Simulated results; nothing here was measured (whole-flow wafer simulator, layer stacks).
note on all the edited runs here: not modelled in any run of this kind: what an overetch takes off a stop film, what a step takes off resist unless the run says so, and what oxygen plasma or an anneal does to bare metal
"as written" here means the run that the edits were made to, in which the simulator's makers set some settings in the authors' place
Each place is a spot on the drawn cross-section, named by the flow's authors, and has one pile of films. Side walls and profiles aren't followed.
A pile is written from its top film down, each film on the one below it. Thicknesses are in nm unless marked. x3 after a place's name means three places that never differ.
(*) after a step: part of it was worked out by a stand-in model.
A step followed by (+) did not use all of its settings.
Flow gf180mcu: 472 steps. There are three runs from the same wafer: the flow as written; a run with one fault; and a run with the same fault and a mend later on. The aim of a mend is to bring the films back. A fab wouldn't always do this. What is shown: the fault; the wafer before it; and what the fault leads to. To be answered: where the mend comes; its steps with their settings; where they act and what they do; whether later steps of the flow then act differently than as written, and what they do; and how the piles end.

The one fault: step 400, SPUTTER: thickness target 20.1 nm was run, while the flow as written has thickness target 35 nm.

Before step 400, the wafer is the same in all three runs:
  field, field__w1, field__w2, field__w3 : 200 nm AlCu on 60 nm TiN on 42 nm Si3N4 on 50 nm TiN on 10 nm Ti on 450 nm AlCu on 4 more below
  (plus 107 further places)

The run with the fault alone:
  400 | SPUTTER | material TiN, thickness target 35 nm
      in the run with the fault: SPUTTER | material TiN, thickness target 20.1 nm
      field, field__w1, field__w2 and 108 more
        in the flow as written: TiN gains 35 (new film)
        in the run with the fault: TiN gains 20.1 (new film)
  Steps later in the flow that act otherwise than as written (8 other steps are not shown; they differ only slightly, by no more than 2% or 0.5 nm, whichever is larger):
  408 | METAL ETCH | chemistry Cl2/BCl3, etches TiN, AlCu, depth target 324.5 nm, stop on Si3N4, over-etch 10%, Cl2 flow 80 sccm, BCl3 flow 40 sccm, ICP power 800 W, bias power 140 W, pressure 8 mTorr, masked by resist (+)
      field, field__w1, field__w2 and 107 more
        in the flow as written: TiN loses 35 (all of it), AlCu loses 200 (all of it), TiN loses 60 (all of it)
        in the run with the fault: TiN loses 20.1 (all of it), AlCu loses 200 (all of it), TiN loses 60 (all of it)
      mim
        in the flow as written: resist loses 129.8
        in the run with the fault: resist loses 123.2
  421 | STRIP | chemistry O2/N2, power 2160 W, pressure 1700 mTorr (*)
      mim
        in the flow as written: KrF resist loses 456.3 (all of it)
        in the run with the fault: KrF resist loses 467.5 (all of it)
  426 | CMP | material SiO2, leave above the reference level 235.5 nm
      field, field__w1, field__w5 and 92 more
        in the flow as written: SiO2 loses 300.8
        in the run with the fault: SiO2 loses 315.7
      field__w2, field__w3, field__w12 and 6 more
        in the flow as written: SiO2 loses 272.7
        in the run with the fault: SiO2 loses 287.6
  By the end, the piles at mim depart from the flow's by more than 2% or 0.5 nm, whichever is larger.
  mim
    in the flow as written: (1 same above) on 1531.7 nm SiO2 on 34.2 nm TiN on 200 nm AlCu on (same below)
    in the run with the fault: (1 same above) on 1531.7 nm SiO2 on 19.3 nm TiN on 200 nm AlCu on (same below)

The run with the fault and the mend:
  After step 400 comes the mend.
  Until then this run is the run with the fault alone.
  400a | SPUTTER | material TiN, thickness target 14.9 nm (the flow's step 400, run once more with other settings)
      field, field__w1, field__w2 and 108 more
        TiN gains 14.9
  None of the later steps of the flow acts differently than as written at any place that is followed.
  At every place that both follow, the piles at the end match the flow's.
